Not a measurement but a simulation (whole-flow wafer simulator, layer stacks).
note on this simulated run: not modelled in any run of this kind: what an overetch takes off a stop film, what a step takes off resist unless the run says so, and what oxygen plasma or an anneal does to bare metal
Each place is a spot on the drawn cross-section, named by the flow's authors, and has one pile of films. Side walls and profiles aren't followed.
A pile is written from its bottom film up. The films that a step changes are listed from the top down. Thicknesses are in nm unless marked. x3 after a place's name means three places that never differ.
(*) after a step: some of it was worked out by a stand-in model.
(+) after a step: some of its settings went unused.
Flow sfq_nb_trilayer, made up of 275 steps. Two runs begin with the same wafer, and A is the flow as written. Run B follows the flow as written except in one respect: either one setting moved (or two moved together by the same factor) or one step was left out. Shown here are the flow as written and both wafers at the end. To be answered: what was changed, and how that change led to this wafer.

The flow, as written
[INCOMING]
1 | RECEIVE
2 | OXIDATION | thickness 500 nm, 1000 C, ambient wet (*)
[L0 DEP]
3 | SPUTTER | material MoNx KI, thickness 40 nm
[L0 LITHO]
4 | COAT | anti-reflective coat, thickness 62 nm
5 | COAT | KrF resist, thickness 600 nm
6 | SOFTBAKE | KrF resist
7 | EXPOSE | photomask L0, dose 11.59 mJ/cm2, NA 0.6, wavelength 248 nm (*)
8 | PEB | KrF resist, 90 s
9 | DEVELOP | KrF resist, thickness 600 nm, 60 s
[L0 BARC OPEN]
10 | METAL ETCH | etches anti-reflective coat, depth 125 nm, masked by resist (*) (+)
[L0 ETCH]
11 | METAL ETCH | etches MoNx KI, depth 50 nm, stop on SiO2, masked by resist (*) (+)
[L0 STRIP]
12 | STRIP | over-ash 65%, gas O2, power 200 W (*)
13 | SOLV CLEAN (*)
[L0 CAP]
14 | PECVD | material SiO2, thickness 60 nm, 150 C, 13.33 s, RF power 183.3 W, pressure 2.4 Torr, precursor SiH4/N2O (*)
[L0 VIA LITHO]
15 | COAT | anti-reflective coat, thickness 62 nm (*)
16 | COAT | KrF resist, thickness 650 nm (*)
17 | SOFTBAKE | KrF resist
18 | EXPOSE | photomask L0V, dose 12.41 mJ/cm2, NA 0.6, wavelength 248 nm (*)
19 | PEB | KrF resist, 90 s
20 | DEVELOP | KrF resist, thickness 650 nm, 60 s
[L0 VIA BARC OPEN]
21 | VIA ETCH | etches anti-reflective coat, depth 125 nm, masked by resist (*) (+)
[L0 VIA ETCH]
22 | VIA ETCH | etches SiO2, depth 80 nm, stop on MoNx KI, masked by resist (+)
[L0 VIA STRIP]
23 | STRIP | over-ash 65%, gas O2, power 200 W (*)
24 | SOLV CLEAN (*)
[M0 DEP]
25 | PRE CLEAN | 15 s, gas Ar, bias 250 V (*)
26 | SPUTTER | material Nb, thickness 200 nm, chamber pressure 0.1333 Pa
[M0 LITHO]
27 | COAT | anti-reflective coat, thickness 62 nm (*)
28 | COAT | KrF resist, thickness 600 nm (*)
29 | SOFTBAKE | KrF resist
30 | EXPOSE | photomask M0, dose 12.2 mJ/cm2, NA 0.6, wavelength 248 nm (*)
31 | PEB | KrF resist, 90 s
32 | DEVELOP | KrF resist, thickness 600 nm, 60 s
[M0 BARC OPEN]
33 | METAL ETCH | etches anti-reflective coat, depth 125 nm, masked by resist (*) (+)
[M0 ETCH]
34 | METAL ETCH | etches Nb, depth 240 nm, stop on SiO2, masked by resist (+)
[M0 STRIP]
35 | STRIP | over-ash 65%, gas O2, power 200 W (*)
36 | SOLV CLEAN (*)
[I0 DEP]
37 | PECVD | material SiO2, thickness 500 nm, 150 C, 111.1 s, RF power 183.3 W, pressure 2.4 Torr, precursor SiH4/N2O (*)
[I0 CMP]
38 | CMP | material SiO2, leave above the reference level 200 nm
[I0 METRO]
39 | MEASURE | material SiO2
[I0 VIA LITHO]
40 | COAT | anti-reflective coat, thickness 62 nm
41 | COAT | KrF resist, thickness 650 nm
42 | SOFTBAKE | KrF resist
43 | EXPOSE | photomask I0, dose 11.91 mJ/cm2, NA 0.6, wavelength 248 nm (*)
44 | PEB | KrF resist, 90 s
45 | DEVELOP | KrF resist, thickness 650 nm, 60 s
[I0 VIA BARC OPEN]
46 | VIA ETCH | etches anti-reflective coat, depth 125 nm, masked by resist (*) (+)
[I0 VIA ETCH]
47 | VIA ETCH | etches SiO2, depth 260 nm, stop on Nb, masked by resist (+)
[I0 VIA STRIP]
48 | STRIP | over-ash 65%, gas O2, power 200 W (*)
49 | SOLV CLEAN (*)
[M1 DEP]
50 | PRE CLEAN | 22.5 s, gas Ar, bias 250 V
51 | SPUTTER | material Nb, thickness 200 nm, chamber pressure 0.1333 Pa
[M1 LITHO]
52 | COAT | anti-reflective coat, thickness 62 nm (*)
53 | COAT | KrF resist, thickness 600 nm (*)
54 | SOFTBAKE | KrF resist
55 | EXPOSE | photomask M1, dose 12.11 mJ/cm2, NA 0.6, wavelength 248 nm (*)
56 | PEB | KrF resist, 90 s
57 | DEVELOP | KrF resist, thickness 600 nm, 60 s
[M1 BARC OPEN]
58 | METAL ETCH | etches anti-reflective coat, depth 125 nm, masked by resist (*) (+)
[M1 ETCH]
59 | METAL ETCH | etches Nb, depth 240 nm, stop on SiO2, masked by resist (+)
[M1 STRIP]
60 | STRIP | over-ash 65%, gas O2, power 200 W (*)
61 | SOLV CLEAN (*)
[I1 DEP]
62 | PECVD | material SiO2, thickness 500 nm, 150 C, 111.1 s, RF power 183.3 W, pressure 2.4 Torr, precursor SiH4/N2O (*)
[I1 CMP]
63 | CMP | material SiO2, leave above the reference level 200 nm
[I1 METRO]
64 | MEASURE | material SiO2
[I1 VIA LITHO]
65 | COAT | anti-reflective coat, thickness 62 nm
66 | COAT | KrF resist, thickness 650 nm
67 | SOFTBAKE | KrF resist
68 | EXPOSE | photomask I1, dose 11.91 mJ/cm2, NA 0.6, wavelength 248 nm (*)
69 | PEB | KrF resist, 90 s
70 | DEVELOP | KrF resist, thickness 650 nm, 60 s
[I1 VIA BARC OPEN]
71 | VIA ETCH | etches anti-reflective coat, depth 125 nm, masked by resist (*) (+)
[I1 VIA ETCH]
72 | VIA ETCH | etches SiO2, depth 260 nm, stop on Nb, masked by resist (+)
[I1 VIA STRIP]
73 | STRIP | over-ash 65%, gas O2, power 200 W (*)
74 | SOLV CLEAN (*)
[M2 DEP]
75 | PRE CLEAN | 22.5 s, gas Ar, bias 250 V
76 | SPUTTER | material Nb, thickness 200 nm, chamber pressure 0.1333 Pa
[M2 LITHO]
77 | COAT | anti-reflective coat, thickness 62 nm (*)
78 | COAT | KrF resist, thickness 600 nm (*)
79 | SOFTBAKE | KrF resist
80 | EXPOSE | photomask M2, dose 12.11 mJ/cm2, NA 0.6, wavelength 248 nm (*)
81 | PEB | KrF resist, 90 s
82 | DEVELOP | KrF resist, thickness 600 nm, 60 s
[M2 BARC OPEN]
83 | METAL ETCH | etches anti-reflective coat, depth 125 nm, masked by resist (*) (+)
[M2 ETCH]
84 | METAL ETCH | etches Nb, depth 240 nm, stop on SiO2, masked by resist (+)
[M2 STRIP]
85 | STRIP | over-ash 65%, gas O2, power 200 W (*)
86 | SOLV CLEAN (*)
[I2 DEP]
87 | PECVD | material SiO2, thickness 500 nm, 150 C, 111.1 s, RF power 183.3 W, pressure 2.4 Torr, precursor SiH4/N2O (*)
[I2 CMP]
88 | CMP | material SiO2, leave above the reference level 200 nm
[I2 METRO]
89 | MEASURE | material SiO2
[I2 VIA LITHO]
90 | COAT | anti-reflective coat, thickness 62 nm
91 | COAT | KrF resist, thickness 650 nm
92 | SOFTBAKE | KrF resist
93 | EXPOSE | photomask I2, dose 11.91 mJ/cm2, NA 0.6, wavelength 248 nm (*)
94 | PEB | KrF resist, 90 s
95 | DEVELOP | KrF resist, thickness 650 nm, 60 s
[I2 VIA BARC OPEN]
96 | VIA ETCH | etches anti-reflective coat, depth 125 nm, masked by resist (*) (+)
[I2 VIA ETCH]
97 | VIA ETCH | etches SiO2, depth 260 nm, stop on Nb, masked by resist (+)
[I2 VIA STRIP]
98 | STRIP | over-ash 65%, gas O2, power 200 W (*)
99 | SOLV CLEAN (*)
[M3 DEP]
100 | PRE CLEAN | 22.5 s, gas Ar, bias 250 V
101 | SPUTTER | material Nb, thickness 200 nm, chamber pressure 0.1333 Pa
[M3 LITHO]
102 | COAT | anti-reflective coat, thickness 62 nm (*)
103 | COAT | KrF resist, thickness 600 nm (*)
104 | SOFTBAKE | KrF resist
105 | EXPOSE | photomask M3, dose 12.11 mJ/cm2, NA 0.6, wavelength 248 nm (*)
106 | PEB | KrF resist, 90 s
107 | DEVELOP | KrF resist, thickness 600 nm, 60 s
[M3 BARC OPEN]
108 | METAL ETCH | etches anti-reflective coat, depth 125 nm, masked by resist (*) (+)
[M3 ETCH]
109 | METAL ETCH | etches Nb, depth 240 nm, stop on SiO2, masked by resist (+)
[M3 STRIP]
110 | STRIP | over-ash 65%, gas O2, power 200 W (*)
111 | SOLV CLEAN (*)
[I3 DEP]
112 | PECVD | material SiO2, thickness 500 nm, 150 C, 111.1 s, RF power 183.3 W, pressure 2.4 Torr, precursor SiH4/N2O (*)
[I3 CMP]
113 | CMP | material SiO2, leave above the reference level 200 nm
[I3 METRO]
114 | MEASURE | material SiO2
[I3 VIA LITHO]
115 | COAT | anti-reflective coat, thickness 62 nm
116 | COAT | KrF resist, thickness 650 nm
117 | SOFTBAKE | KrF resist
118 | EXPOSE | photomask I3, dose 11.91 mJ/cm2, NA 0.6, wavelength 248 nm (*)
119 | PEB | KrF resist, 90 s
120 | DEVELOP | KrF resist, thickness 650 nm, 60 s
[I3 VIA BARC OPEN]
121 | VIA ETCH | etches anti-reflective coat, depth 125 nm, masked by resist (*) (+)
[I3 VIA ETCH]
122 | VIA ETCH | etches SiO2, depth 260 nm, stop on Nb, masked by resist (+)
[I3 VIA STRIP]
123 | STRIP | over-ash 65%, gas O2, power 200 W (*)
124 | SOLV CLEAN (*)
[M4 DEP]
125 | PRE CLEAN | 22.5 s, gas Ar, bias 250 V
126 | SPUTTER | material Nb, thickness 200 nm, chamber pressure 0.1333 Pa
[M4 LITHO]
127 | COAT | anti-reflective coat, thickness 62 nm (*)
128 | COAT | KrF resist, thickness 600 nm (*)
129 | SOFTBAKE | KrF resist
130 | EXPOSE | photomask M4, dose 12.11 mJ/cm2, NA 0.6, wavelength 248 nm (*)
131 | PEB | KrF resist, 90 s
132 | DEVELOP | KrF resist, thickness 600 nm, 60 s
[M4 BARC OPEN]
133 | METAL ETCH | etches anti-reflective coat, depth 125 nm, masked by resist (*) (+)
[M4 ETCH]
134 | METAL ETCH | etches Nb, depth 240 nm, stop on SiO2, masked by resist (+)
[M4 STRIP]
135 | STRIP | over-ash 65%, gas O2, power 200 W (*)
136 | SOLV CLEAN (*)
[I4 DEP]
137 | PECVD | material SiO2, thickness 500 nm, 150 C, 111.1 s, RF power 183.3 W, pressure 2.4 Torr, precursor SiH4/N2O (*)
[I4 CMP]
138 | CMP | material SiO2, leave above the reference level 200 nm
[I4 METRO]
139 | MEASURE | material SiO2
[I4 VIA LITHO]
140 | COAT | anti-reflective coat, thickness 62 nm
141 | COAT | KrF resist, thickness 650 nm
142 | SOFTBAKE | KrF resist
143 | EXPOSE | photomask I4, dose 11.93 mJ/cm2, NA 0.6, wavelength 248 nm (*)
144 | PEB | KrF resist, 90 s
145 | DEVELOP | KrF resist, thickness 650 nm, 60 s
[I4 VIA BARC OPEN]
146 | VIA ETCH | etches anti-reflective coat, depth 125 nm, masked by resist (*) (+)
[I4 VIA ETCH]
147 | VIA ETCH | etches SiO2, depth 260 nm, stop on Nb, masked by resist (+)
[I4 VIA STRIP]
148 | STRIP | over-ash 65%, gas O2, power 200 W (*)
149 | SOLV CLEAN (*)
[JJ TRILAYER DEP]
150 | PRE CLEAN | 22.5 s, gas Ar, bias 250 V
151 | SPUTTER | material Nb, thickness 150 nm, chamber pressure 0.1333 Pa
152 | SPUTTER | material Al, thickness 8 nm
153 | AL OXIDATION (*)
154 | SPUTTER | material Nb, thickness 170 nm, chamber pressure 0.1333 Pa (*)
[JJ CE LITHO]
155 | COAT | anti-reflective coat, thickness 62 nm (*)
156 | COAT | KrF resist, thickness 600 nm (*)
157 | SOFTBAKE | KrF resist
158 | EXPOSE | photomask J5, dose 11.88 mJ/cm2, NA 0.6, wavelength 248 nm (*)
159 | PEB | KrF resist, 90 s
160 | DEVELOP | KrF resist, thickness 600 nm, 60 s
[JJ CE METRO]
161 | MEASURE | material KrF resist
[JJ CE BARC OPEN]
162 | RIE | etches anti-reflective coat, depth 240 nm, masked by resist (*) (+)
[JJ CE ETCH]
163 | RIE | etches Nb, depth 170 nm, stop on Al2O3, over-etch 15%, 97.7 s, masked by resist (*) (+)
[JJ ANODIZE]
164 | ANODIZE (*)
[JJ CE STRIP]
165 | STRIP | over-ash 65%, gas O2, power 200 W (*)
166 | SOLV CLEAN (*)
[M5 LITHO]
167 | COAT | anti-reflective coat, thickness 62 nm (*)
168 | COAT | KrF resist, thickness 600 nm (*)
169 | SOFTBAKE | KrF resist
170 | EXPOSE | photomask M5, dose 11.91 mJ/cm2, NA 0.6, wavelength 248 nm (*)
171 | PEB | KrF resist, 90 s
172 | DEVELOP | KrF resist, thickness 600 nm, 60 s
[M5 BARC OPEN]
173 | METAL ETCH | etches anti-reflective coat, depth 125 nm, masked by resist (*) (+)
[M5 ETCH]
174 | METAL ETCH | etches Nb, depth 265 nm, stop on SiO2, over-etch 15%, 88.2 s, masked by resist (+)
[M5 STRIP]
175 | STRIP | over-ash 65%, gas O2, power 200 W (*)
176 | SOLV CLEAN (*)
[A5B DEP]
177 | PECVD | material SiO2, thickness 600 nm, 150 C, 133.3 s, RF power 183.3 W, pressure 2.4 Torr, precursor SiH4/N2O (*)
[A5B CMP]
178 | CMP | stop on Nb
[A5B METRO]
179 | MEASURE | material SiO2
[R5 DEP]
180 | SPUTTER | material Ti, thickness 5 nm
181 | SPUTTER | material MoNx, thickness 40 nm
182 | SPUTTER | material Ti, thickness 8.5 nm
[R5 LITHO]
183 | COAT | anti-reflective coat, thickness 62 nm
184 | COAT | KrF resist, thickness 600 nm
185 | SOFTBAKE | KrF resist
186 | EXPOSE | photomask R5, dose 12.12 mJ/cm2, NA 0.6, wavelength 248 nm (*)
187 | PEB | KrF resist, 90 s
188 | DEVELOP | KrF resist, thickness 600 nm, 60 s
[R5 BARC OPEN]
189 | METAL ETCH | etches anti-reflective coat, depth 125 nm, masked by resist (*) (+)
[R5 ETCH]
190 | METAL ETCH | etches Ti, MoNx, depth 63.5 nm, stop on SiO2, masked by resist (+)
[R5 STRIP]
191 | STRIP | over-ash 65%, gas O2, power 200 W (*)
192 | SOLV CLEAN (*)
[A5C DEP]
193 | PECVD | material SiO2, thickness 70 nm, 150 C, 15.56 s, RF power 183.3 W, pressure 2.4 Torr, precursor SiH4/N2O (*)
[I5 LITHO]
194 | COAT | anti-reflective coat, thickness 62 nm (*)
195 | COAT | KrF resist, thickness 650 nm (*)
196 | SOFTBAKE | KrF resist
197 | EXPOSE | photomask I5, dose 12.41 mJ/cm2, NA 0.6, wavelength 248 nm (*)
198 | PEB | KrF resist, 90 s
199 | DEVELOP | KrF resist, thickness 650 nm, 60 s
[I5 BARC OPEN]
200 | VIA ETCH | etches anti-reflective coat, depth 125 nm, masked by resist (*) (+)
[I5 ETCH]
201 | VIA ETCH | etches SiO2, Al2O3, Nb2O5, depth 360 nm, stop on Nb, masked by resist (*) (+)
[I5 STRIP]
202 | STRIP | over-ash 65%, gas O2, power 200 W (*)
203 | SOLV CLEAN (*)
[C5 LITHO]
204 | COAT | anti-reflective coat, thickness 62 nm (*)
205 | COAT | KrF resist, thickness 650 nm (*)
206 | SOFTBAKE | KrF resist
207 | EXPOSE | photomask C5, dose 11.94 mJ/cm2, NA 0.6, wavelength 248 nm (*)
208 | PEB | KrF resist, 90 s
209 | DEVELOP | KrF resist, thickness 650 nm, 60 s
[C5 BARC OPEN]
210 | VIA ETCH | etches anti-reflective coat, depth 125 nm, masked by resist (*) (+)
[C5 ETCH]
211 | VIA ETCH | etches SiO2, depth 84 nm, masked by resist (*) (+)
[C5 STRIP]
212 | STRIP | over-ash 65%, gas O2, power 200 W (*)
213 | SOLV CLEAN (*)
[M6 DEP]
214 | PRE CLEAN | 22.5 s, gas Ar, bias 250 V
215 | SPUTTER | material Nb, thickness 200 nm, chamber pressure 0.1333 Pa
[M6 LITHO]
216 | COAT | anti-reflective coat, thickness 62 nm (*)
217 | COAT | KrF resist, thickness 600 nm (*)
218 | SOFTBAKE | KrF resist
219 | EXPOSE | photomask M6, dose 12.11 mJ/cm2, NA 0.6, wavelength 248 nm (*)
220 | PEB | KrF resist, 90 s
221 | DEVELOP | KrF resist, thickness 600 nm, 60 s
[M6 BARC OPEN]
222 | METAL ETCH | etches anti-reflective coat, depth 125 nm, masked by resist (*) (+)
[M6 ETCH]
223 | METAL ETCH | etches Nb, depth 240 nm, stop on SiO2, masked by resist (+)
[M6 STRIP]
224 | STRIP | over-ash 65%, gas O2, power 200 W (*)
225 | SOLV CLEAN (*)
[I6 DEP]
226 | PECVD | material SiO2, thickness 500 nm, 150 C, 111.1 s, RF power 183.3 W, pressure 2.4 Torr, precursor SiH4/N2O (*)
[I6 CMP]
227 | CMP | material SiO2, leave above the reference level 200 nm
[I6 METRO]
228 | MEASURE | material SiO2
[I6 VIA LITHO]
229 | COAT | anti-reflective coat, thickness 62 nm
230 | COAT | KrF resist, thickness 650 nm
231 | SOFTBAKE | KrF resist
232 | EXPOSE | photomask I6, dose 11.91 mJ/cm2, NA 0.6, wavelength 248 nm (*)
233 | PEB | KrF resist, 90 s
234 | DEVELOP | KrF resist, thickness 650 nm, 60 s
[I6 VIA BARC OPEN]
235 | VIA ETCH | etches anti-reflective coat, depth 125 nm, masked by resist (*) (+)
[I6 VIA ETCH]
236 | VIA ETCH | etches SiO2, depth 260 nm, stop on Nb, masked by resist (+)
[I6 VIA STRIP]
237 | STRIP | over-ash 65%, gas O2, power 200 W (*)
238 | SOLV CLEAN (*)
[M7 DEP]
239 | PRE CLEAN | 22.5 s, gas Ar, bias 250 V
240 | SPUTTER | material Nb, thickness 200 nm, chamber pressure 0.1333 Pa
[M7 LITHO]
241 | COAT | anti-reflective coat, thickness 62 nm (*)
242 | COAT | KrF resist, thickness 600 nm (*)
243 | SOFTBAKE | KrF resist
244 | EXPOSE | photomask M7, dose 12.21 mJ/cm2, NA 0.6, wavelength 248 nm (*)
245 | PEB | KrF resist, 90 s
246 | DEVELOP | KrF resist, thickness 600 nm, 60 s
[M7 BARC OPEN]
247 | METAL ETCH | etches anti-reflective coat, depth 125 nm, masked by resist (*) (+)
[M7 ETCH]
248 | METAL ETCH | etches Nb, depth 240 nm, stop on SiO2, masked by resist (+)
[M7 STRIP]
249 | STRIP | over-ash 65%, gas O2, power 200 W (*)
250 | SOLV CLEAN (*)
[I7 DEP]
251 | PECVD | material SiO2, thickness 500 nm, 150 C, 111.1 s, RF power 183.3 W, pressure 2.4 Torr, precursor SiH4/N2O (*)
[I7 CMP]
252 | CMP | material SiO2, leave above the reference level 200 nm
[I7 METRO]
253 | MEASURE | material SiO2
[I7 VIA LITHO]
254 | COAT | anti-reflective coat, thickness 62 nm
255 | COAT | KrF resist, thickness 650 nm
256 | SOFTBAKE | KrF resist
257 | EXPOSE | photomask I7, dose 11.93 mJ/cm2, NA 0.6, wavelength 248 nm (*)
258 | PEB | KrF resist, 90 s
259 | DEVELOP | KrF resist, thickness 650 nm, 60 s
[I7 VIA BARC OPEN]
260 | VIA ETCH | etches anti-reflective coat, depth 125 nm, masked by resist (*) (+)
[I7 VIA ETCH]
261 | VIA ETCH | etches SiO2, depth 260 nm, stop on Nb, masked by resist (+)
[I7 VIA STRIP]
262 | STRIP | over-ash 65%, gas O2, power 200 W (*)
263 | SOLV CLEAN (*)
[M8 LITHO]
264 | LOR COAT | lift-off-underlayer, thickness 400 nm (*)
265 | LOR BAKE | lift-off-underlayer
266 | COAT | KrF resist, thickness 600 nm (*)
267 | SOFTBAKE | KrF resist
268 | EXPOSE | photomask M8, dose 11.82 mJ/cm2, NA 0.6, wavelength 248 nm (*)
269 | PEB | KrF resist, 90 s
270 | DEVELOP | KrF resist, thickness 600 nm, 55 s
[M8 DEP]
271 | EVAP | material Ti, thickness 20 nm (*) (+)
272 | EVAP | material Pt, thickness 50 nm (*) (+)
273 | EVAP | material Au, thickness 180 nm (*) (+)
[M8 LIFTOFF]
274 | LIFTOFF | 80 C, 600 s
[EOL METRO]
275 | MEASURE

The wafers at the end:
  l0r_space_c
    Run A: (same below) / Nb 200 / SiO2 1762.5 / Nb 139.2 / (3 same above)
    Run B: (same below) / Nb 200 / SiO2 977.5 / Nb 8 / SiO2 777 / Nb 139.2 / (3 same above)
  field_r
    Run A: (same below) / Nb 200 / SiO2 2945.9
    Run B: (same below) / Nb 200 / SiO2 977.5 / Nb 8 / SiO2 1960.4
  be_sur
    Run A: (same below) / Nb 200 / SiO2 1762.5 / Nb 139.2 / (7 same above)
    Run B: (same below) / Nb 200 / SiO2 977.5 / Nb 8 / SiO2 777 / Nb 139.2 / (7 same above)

What caused this: step 109, METAL ETCH: depth 192 nm was run, whereas the flow has depth 240 nm.

Step by step, how the change led to this:
  109 | METAL ETCH | etches Nb, depth 240 nm, stop on SiO2, masked by resist (+)
      field_l, be, be_sur and 72 more: A Nb loses 200 (all of it) | B Nb loses 192
      v_sur, via_wl, via_w and 28 more: A KrF resist loses 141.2 | B KrF resist loses 112.9
  110 | STRIP | over-ash 65%, gas O2, power 200 W (*)
      p4_w1 x9, wl_j_sl, wl_jj and 13 more: A KrF resist loses 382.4 (all of it), anti-reflective coat loses 62 (all of it) | B KrF resist loses 410.6 (all of it), anti-reflective coat loses 62 (all of it)
      v_sur: A KrF resist loses 365.3 (all of it), anti-reflective coat loses 61.1 (all of it) | B KrF resist loses 393.6 (all of it), anti-reflective coat loses 61.1 (all of it)
      (and at 6 other places as well)
  112 | PECVD | material SiO2, thickness 500 nm, 150 C, 111.1 s, RF power 183.3 W, pressure 2.4 Torr, precursor SiH4/N2O (*)
      field_l, be, be_sur and 64 more: A SiO2 gains 500 | B SiO2 gains 500 (new film)
      p4_g1 x2, p3_s0 x6: A SiO2 gains 557.1 | B SiO2 gains 549.1 (new film)
  113 | CMP | material SiO2, leave above the reference level 200 nm
      field_l, be, be_sur and 64 more: A SiO2 loses 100 | B SiO2 loses 108
Taking metal films that touch as one body, l0r_space_c has 3 bodies (between them, from the top down: SiO2 777; SiO2 977.5); the flow as written gives 2 bodies (between them, from the top down: SiO2 1762.5).
Taking metal films that touch as one body, field_r has 2 bodies (between them, from the top down: SiO2 977.5); the flow as written gives 1 body.
Taking metal films that touch as one body, be_sur has 5 bodies (between them, from the top down: SiO2 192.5; SiO2 209 / Al2O3 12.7 / Nb2O5 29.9; SiO2 777; SiO2 977.5); the flow as written gives 4 bodies (between them, from the top down: SiO2 192.5; SiO2 209 / Al2O3 12.7 / Nb2O5 29.9; SiO2 1762.5).
